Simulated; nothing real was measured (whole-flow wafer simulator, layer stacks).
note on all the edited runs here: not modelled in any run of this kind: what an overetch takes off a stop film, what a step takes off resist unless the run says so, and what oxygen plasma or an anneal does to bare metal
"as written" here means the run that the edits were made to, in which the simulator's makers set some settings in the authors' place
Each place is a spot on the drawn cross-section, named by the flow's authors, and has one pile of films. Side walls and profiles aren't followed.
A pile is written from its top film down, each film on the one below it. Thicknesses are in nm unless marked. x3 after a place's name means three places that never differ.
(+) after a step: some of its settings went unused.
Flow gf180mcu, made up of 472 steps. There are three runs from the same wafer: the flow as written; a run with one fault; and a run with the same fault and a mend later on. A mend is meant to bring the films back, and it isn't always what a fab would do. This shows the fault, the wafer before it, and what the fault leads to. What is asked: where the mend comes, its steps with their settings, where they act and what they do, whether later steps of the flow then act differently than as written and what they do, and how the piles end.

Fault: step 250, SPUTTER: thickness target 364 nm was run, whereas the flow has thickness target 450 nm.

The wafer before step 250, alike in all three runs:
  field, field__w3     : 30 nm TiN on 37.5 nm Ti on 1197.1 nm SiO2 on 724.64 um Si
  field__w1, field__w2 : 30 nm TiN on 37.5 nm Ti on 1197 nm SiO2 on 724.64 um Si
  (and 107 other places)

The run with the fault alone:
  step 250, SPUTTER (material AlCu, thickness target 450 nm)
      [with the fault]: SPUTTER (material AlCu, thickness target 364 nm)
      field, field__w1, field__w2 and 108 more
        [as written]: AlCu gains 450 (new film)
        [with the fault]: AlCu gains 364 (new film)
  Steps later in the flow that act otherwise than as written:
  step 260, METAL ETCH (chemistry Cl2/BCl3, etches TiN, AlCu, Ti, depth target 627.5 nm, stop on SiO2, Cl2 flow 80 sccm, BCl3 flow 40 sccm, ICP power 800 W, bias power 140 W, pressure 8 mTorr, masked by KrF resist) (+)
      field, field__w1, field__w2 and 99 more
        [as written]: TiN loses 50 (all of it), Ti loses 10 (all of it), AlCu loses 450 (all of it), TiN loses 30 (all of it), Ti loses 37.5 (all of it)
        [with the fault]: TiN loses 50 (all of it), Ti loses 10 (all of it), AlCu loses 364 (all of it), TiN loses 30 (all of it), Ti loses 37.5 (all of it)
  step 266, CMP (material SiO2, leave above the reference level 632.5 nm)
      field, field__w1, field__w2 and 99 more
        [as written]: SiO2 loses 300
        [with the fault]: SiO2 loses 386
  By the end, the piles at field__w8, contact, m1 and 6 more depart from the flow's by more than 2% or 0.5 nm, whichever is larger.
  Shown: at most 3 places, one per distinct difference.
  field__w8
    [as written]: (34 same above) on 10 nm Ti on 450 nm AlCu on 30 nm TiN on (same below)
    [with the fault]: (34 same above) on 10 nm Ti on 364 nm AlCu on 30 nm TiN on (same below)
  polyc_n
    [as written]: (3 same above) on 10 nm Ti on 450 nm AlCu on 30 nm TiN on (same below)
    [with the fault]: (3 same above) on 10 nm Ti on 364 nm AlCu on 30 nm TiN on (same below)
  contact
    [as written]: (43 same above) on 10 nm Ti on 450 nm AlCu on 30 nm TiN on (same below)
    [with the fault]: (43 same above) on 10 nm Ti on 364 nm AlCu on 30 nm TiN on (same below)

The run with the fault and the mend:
  After step 250 comes the mend.
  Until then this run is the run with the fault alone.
  step 250a, SPUTTER (material AlCu, thickness target 86 nm) (the flow's step 250, run once more with other settings)
      field, field__w1, field__w2 and 108 more
        AlCu gains 86
  Every later step of the flow that is run acts as written at every place that is followed.
  By the end, the piles equal the flow's at every place that both follow.
